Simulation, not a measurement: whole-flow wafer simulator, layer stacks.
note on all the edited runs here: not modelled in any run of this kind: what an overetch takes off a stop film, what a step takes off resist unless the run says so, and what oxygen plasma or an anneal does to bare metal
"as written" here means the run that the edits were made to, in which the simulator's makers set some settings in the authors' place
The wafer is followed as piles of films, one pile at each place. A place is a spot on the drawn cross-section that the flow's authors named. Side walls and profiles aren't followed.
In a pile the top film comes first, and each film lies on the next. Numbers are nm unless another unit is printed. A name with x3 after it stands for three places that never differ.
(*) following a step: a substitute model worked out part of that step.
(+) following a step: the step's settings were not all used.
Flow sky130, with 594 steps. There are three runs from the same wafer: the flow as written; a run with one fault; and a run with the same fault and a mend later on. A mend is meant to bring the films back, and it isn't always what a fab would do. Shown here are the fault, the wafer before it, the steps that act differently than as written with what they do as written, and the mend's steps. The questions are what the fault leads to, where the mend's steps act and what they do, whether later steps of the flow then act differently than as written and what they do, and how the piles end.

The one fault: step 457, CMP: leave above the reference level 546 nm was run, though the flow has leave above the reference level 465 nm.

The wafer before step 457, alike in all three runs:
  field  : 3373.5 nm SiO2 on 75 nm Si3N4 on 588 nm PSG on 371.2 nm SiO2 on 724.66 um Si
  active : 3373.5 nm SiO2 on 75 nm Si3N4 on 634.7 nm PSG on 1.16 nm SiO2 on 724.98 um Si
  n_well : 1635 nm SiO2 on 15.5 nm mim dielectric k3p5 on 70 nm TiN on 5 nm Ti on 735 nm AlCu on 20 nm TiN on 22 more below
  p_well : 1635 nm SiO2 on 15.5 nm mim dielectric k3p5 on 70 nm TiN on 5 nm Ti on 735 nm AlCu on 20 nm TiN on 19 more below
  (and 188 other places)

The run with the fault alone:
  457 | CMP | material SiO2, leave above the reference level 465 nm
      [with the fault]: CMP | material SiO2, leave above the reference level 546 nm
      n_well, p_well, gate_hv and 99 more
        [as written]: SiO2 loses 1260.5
        [with the fault]: SiO2 loses 1179.5
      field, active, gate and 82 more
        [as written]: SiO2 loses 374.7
        [with the fault]: SiO2 loses 293.7
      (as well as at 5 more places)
  Steps further on in the flow that do not act as written:
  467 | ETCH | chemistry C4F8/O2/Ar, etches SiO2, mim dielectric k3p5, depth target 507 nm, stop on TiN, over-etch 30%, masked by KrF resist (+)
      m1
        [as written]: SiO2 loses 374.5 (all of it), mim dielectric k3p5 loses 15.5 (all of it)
        [with the fault]: SiO2 loses 455.5 (all of it), mim dielectric k3p5 loses 15.5 (all of it)
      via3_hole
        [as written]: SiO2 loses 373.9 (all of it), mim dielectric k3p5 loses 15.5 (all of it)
        [with the fault]: SiO2 loses 454.9 (all of it), mim dielectric k3p5 loses 15.5 (all of it)
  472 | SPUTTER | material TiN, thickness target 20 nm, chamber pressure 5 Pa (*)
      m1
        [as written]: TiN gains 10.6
        [with the fault]: TiN gains 9.53
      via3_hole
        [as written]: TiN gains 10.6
        [with the fault]: TiN gains 9.52
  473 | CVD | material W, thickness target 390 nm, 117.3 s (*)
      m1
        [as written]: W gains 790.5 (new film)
        [with the fault]: W gains 872.5 (new film)
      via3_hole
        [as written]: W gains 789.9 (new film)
        [with the fault]: W gains 871.9 (new film)
  The piles end different from the flow's at n_well, p_well, gate_hv and 120 more by more than 2% or 0.5 nm, whichever is larger.
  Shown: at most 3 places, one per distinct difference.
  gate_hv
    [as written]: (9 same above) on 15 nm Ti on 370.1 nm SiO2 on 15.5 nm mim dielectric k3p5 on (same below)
    [with the fault]: (9 same above) on 15 nm Ti on 451.1 nm SiO2 on 15.5 nm mim dielectric k3p5 on (same below)
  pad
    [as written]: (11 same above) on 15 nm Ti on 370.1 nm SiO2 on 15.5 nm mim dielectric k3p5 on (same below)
    [with the fault]: (11 same above) on 15 nm Ti on 451.1 nm SiO2 on 15.5 nm mim dielectric k3p5 on (same below)
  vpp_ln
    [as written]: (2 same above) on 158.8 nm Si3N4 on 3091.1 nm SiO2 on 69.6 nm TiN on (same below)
    [with the fault]: (2 same above) on 158.8 nm Si3N4 on 3172.1 nm SiO2 on 69.6 nm TiN on (same below)

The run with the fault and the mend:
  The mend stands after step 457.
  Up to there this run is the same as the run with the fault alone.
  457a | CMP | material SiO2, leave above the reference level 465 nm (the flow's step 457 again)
      field, active, n_well and 189 more
        SiO2 loses 81
  Every later step of the flow that is run acts as written at every place that is followed.
  At every place that both follow, the piles at the end match the flow's.
